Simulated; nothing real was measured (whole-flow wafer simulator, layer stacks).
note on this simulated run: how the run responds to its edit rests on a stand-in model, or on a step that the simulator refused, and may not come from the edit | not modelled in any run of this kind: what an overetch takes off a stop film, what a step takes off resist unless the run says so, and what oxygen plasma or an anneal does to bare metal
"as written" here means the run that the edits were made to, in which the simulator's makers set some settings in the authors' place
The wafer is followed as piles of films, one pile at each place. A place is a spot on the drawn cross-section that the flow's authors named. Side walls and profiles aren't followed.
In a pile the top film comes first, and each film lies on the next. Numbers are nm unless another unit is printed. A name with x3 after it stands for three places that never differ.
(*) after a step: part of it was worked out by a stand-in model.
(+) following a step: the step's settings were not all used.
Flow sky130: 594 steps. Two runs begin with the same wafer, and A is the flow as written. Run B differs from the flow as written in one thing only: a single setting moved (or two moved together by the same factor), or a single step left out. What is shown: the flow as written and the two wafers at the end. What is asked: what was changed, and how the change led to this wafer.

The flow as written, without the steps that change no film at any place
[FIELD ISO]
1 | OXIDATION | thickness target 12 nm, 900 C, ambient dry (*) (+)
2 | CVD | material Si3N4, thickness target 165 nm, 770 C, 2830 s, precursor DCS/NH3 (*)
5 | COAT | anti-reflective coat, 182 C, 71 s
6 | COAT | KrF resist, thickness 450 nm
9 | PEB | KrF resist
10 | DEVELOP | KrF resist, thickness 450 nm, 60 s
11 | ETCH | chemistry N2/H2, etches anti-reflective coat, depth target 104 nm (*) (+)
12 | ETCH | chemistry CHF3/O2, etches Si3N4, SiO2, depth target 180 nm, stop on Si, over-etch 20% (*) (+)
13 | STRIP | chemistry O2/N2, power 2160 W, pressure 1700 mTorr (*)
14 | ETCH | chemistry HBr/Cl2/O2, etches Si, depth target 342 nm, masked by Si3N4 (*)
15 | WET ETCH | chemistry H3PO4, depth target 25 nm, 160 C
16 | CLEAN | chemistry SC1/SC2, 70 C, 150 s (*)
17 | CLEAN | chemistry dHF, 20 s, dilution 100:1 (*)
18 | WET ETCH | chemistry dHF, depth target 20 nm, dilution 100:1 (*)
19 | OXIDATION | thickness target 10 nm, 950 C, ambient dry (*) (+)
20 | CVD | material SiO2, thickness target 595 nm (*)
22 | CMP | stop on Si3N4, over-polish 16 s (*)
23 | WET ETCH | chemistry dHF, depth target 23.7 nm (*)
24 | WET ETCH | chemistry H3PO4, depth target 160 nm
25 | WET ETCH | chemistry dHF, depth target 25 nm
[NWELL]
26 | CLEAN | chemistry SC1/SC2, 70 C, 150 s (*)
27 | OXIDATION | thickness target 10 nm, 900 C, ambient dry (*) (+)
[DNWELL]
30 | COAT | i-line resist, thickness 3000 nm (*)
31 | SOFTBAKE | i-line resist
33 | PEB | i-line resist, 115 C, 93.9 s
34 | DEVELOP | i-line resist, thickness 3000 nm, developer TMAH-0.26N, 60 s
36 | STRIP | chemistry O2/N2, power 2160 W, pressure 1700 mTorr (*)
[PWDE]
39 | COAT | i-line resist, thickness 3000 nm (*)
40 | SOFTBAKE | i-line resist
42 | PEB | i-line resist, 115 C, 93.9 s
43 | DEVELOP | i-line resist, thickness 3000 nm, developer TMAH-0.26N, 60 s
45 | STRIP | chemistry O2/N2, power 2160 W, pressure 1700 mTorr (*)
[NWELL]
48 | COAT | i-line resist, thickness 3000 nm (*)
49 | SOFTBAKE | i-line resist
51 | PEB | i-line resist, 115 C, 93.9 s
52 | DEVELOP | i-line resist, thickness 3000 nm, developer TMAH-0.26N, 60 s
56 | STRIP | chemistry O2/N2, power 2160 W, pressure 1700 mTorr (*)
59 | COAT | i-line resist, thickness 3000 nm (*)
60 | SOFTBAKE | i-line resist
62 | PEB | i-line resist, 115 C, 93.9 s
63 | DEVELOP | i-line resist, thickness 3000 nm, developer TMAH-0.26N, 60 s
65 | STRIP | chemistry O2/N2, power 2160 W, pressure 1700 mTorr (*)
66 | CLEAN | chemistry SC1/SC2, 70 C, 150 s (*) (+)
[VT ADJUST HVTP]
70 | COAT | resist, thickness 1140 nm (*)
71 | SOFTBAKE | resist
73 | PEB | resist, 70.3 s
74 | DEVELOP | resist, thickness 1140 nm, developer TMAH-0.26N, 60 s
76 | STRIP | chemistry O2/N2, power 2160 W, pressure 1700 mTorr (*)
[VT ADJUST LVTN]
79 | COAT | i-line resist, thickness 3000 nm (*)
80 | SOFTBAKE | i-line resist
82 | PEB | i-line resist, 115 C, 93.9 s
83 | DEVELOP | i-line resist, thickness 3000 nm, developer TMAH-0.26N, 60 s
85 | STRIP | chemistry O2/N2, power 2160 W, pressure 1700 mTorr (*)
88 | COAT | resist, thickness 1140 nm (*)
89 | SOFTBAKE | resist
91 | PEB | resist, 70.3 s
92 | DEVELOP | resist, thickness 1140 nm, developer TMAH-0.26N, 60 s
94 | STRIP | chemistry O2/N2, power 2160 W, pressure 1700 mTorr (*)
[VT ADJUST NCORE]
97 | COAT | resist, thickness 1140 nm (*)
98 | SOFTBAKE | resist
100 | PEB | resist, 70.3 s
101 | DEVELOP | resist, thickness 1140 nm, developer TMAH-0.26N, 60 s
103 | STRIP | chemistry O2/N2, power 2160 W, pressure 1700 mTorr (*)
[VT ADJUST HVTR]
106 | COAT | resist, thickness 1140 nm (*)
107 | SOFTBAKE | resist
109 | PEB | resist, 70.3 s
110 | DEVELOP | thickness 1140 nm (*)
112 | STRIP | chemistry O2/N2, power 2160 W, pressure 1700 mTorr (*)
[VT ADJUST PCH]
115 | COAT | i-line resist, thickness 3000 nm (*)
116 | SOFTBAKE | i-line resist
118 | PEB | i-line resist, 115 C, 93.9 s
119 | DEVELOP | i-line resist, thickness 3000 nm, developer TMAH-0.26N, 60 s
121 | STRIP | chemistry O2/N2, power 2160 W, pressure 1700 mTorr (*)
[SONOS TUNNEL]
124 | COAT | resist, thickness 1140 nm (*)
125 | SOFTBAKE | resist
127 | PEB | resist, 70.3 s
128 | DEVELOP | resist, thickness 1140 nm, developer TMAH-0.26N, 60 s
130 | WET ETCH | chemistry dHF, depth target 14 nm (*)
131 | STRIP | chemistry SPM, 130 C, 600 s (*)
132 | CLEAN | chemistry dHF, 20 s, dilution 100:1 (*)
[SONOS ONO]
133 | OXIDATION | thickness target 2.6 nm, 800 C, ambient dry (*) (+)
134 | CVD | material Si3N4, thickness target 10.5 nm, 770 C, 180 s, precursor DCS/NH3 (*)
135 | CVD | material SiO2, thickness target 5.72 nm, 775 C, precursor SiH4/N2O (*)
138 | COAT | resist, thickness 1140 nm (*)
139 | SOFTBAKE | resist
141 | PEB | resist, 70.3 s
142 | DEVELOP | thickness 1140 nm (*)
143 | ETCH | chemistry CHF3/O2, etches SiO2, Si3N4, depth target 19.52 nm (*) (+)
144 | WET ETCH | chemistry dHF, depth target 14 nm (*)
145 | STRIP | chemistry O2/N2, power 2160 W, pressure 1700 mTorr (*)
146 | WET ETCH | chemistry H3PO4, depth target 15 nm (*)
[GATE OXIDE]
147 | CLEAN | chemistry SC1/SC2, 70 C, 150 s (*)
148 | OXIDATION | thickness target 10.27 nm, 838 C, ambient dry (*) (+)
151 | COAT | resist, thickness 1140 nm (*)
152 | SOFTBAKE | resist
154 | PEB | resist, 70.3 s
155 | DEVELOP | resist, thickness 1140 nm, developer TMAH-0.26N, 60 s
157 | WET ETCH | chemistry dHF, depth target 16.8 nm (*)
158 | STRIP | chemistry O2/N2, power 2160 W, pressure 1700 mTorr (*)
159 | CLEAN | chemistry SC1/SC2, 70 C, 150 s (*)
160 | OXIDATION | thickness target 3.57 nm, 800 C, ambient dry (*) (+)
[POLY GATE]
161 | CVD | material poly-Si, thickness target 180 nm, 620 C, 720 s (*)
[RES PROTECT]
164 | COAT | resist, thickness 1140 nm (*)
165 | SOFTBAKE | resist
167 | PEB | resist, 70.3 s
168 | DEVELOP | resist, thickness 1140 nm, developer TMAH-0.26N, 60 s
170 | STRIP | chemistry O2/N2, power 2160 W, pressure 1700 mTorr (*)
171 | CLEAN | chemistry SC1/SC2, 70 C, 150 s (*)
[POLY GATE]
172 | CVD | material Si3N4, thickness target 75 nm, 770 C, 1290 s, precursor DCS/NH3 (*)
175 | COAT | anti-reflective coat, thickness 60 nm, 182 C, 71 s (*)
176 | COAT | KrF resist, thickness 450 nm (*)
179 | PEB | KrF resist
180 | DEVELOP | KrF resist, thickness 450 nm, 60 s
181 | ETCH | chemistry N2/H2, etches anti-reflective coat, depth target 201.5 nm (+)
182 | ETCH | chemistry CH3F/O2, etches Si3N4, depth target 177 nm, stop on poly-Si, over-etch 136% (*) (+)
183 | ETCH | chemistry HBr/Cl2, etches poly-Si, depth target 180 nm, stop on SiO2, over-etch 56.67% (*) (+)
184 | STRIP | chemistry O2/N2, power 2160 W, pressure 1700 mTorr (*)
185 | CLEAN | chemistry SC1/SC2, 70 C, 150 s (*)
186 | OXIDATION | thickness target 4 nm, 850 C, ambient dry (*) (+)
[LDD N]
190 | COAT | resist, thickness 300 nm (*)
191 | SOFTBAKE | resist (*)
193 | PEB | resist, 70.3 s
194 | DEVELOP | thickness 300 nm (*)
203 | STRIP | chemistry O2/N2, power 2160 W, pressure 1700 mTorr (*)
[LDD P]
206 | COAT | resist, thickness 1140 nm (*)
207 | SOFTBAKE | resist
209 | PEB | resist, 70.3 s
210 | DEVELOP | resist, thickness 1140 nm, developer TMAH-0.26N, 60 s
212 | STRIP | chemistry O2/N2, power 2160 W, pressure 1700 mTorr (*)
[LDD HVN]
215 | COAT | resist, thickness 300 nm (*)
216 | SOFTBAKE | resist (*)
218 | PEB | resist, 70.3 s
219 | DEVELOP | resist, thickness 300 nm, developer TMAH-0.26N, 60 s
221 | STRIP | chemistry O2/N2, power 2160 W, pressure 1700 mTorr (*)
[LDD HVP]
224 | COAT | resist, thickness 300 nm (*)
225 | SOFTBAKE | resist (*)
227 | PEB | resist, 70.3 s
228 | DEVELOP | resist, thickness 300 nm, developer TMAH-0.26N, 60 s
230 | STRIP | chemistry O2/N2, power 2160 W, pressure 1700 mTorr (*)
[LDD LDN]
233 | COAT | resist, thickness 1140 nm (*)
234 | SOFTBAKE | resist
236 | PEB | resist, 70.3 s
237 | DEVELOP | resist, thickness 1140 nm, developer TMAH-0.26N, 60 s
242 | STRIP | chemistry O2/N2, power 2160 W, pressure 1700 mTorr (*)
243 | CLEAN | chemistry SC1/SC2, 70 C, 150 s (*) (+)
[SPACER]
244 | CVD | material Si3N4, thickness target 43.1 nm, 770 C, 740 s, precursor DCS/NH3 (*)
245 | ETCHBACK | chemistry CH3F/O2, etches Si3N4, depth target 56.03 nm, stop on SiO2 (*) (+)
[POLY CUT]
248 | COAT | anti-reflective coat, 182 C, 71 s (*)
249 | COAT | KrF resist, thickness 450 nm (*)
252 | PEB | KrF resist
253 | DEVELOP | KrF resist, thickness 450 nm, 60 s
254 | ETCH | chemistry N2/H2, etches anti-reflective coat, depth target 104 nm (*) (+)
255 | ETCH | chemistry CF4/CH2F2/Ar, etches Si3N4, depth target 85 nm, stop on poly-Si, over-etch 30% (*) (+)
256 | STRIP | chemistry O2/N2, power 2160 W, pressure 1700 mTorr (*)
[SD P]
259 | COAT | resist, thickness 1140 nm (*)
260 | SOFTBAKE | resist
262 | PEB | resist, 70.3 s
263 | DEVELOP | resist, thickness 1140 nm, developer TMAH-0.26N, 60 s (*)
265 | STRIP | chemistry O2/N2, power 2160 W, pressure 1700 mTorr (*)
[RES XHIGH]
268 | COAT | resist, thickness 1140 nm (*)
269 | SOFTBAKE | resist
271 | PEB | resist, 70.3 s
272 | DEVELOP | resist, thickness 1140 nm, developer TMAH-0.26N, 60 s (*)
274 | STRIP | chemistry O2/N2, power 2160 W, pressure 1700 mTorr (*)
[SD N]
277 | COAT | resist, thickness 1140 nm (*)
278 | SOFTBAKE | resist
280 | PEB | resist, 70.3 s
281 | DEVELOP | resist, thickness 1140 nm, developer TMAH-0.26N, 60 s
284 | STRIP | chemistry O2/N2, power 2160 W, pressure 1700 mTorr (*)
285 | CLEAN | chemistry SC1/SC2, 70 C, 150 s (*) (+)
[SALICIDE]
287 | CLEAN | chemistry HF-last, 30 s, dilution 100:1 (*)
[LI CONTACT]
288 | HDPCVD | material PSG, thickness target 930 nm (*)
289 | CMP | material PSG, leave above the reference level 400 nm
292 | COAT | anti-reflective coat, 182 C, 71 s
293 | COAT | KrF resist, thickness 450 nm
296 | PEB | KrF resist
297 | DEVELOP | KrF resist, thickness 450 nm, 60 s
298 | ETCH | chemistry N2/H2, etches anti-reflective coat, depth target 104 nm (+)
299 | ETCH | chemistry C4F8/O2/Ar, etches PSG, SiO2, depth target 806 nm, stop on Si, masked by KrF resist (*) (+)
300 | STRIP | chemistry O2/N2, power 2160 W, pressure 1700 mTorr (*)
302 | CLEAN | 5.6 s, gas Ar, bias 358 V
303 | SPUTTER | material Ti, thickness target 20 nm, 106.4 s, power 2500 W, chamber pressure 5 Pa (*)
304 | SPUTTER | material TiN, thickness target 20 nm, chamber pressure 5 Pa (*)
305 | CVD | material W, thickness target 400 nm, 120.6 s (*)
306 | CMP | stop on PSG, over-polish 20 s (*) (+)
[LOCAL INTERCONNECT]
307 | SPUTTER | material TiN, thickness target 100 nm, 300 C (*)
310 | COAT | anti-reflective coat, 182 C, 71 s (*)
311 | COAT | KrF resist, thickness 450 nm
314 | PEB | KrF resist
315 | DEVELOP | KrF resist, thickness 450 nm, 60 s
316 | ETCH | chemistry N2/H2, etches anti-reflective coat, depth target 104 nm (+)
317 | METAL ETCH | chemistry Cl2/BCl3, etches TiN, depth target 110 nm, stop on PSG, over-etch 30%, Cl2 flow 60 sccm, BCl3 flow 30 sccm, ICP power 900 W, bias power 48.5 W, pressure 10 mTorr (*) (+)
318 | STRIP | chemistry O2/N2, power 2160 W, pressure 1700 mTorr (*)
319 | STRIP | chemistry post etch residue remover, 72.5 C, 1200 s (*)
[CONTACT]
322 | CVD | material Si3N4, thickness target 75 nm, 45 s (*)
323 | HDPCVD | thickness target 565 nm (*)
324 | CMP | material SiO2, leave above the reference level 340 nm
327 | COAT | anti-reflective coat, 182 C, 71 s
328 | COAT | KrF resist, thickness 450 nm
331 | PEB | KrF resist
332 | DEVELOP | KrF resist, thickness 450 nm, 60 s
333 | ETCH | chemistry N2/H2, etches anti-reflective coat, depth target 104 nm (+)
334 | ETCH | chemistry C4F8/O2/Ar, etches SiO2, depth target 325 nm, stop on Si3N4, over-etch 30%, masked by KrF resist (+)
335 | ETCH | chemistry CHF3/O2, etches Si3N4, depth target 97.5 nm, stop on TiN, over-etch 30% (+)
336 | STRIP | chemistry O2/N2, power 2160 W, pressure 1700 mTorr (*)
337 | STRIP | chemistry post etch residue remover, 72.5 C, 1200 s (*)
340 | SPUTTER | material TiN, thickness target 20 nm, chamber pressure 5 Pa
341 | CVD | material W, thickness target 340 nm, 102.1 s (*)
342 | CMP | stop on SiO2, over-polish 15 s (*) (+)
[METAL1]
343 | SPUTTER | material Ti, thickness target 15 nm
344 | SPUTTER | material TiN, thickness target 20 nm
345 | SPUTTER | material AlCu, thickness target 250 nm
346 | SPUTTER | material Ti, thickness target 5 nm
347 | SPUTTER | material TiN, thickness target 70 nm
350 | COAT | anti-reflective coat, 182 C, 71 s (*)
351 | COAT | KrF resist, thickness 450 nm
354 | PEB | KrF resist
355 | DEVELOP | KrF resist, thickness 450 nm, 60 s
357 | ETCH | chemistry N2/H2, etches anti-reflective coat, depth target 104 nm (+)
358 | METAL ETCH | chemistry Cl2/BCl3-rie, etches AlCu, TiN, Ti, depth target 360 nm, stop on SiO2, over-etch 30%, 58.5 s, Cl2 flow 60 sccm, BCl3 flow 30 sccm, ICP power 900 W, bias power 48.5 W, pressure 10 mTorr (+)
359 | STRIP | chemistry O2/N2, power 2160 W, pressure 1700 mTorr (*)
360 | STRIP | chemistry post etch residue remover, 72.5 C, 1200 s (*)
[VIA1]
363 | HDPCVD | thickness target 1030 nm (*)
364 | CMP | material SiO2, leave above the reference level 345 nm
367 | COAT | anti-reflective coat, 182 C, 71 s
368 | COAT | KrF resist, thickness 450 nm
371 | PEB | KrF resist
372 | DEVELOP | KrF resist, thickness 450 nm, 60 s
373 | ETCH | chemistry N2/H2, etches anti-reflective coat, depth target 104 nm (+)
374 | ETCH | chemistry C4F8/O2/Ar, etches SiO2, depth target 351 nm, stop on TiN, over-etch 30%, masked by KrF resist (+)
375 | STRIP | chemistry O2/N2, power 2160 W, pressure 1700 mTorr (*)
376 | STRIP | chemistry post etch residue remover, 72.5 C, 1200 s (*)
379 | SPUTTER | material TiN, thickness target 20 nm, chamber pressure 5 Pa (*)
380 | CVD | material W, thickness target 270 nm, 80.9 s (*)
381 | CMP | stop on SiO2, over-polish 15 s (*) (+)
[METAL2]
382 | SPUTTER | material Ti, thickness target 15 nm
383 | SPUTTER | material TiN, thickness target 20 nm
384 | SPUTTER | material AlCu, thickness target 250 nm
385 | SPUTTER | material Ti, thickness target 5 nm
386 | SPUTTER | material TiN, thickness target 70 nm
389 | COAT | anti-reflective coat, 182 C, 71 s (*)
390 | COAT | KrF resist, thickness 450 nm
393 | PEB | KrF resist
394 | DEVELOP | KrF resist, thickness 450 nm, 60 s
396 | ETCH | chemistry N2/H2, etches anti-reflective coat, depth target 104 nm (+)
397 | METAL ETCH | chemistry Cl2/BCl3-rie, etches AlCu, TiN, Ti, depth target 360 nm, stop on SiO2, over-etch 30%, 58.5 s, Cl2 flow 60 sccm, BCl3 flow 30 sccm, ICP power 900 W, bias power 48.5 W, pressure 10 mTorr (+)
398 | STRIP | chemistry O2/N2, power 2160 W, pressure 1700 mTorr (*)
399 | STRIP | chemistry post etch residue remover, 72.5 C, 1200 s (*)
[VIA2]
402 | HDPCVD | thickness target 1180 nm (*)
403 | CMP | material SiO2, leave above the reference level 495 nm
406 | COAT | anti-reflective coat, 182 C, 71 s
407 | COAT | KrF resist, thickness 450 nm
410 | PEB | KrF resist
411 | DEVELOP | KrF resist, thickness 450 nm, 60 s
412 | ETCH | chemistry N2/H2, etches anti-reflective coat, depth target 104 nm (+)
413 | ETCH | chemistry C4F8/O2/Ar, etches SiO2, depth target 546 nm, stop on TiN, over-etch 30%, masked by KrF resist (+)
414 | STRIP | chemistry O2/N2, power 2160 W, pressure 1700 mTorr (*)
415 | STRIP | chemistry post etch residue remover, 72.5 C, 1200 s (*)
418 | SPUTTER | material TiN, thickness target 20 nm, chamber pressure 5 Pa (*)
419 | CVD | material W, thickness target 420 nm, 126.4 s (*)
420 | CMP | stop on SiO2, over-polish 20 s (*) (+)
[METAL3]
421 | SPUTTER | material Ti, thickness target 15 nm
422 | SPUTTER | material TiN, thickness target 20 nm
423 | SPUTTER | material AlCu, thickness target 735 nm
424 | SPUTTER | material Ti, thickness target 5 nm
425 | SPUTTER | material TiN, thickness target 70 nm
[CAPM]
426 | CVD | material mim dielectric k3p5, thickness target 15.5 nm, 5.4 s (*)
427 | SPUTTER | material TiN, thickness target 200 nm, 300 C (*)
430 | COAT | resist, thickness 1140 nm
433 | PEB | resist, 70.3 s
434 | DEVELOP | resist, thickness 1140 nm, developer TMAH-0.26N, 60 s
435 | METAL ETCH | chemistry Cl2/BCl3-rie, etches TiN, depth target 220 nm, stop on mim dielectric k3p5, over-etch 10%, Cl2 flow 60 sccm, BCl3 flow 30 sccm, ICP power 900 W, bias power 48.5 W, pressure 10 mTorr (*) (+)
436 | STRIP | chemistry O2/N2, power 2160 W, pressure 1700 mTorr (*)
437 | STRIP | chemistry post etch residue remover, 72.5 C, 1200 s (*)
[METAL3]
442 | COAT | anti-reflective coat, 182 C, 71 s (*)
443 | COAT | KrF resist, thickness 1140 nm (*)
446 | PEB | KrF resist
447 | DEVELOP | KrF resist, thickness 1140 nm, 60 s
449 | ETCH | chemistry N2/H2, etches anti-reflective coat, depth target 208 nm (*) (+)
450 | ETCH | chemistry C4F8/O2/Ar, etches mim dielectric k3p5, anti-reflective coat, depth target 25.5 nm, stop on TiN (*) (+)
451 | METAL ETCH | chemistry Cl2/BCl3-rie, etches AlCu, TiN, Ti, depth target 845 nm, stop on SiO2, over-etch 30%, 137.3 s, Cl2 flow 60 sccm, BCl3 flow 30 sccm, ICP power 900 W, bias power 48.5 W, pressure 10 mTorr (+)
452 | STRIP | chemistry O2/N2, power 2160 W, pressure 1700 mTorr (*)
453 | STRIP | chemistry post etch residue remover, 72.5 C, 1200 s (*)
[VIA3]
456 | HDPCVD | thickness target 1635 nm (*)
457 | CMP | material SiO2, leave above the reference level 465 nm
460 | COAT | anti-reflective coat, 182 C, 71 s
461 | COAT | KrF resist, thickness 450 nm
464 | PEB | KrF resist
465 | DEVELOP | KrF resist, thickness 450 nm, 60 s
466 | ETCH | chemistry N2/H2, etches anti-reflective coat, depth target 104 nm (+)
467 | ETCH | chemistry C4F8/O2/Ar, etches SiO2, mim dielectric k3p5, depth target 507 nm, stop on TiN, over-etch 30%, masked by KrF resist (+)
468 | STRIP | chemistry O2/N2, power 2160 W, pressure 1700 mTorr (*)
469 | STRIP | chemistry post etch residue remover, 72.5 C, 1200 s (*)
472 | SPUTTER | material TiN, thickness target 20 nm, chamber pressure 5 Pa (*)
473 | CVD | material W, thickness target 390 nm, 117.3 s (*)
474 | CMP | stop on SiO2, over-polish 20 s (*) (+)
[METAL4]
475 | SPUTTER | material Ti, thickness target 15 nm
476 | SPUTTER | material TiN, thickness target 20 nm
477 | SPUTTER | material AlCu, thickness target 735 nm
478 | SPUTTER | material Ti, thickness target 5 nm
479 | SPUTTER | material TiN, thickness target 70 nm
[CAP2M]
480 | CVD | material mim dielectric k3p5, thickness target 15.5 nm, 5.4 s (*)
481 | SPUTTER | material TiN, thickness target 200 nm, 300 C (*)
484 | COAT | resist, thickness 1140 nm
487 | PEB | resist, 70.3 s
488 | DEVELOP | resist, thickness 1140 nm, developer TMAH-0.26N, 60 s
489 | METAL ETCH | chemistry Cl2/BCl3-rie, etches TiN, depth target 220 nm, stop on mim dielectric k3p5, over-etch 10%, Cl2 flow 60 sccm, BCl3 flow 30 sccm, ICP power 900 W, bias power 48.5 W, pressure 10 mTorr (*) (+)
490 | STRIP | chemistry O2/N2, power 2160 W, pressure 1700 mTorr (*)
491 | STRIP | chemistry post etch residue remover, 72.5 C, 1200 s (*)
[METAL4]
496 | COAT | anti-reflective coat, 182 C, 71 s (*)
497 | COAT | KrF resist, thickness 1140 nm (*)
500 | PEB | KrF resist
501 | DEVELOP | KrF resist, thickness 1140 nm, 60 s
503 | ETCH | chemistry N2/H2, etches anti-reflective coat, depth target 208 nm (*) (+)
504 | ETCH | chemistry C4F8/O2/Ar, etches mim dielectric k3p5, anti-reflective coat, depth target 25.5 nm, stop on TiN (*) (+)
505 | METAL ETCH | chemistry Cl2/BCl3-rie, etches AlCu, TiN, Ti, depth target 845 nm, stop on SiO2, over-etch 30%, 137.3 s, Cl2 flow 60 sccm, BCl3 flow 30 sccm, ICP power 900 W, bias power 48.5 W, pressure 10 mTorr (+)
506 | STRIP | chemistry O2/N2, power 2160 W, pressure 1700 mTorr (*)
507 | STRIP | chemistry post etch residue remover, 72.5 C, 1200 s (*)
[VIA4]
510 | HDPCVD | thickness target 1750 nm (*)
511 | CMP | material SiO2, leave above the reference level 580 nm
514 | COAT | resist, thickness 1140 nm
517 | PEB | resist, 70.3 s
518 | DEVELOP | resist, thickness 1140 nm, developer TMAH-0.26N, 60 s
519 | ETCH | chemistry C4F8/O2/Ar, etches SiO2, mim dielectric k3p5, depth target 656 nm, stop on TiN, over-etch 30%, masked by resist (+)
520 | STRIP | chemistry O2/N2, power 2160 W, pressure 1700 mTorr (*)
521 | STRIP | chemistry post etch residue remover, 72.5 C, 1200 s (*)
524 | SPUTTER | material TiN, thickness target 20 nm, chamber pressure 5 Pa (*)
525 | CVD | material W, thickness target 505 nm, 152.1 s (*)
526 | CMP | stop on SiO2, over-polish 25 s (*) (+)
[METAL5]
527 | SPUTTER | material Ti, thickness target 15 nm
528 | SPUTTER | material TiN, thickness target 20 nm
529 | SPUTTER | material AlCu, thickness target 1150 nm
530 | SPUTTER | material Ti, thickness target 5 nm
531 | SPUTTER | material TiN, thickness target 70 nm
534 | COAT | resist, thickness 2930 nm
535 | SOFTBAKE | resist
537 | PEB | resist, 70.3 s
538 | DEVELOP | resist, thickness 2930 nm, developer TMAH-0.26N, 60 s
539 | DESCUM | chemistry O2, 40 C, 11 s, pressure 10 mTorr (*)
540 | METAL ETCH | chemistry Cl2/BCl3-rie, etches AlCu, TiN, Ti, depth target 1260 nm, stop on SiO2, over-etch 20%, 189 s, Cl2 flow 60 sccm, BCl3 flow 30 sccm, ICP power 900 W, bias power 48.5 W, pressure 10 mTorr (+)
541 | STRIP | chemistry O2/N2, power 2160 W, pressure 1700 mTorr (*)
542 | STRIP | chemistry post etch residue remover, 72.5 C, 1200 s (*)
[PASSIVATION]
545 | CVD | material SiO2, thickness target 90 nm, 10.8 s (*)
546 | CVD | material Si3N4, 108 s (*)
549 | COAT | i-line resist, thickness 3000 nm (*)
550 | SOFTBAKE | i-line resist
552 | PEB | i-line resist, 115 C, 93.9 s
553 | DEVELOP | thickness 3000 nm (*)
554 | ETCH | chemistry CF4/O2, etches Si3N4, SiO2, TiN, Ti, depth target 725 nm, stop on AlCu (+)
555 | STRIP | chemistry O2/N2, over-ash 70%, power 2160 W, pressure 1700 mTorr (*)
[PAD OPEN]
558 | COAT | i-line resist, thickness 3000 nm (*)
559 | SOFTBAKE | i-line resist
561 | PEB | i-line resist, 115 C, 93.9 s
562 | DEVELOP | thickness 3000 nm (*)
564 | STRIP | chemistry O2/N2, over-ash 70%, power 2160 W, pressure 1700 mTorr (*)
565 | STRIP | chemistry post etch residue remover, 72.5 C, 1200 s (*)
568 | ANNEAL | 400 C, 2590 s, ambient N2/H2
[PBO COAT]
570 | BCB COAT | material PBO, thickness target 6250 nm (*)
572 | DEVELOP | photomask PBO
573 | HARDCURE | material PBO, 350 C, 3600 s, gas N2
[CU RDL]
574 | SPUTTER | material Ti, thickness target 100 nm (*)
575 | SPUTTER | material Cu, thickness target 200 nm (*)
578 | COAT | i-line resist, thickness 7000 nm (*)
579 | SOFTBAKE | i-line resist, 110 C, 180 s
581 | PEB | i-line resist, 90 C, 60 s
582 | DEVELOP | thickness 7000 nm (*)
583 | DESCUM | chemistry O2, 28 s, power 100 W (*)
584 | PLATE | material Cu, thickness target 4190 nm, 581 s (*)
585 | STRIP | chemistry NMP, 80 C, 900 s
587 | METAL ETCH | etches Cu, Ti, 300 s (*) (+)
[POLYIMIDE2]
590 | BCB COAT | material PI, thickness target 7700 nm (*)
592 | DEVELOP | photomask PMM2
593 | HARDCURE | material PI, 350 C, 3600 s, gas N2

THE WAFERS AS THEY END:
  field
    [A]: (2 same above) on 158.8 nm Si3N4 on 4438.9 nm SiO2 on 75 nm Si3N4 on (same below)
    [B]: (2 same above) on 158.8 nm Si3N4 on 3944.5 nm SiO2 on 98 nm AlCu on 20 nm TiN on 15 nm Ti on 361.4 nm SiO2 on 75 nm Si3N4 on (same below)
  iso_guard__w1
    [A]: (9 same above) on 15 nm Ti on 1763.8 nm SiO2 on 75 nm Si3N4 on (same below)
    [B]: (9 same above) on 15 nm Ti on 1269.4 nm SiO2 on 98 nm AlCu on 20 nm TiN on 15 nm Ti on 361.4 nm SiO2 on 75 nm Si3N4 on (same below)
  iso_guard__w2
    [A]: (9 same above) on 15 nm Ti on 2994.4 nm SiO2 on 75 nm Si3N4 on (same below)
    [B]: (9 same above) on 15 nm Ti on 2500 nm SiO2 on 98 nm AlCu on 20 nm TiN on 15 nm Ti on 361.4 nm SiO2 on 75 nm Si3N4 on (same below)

The reason: step 358, METAL ETCH: depth target 169.2 nm was run, while the flow as written has depth target 360 nm; step 358, METAL ETCH: 27.5 s was run, where the flow has 58.5 s.

The path from the change to this, step by step:
  358 | METAL ETCH | chemistry Cl2/BCl3-rie, etches AlCu, TiN, Ti, depth target 360 nm, stop on SiO2, over-etch 30%, 58.5 s, Cl2 flow 60 sccm, BCl3 flow 30 sccm, ICP power 900 W, bias power 48.5 W, pressure 10 mTorr (+)
      field, active, gate and 81 more: A -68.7 TiN (all of it), -5 Ti (all of it), -250 AlCu (all of it), -20 TiN (all of it), -15 Ti (all of it), -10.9 SiO2 | B -68.7 TiN (all of it), -5 Ti (all of it), -146.3 AlCu
      n_well, p_well, gate_hv and 104 more: A -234 KrF resist | B -110 KrF resist
  359 | STRIP | chemistry O2/N2, power 2160 W, pressure 1700 mTorr (*)
      n_well, p_well, gate_hv and 95 more: A -143.8 KrF resist (all of it), -80 anti-reflective coat (all of it) | B -267.8 KrF resist (all of it), -80 anti-reflective coat (all of it)
      drift_dnw, nw_fld, nw_fld__w1, ndiff_licon_rim, pnp_par_nw: A -143.8 KrF resist (all of it), -80 anti-reflective coat (all of it) | B -267.9 KrF resist (all of it), -80 anti-reflective coat (all of it)
      (and at 4 other places as well)
  360 | STRIP | chemistry post etch residue remover, 72.5 C, 1200 s (*)
      field, active, gate and 81 more: A nothing | B -5.72 AlCu
  363 | HDPCVD | thickness target 1030 nm (*)
      field, active, gate and 81 more: A +1030 SiO2 | B +1030 SiO2 (new film)
  364 | CMP | material SiO2, leave above the reference level 345 nm
      field, active, gate and 81 more: A -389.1 SiO2 | B -533 SiO2
Taking metal films that touch as one body, field has 1 body; the flow as written gives 0 bodies.
Taking metal films that touch as one body, iso_guard__w1 has 2 bodies (between them, from the top down: SiO2 1269.4); the flow as written gives 1 body.
Taking metal films that touch as one body, iso_guard__w2 has 2 bodies (between them, from the top down: SiO2 2500); the flow as written gives 1 body.
